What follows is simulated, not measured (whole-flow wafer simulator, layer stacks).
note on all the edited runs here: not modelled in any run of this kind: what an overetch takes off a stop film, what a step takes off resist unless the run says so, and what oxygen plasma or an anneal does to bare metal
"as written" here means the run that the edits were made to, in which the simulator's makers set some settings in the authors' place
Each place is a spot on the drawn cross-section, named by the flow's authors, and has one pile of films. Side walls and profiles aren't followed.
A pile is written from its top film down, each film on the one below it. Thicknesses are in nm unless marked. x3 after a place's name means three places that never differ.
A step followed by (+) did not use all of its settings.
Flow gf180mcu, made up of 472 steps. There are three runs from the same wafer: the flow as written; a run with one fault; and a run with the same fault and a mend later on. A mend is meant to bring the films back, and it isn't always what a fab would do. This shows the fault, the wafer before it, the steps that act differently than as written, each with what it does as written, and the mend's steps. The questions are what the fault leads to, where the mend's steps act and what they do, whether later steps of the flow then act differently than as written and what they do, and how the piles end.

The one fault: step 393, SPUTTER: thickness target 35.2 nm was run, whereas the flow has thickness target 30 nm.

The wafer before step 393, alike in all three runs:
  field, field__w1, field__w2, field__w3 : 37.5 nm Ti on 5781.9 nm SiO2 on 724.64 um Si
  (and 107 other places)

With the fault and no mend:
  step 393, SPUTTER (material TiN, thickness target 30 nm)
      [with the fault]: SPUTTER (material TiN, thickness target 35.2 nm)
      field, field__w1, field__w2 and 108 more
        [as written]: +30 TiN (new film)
        [with the fault]: +35.2 TiN (new film)
  Steps later in the flow that act otherwise than as written (not shown: 1 more step that differs only slightly, by at most 2% or 0.5 nm, whichever is larger):
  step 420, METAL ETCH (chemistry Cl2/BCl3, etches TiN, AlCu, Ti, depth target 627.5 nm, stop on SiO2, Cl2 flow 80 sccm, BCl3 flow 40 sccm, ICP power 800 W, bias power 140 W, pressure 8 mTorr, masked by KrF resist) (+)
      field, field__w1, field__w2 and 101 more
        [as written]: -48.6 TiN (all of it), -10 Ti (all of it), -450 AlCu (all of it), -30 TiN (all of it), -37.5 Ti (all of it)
        [with the fault]: -48.6 TiN (all of it), -10 Ti (all of it), -450 AlCu (all of it), -35.2 TiN (all of it), -37.5 Ti (all of it)
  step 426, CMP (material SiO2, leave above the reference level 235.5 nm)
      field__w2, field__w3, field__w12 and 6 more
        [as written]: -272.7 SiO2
        [with the fault]: -267.2 SiO2
  The piles end different from the flow's at field__w4, field__w8, contact, m1, m1__w1, mim, mim_1p0, m1_nw by more than 2% or 0.5 nm, whichever is larger.
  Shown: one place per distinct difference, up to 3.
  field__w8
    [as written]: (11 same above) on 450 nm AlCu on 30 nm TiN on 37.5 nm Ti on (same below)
    [with the fault]: (11 same above) on 450 nm AlCu on 35.2 nm TiN on 37.5 nm Ti on (same below)
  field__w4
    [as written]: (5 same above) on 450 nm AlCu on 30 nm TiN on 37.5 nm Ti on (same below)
    [with the fault]: (5 same above) on 450 nm AlCu on 35.2 nm TiN on 37.5 nm Ti on (same below)
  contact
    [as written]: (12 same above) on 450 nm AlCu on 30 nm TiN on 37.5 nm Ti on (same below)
    [with the fault]: (12 same above) on 450 nm AlCu on 35.2 nm TiN on 37.5 nm Ti on (same below)

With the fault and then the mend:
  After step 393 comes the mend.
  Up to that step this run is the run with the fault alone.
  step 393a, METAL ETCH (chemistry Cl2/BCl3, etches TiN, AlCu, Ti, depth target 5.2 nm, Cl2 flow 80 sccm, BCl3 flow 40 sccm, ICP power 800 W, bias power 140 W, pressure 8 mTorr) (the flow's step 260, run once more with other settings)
      field, field__w1, field__w2 and 108 more
        -5.2 TiN
  Every later step of the flow that is run acts as written at every place that is followed.
  At every place that both follow, the piles at the end match the flow's.
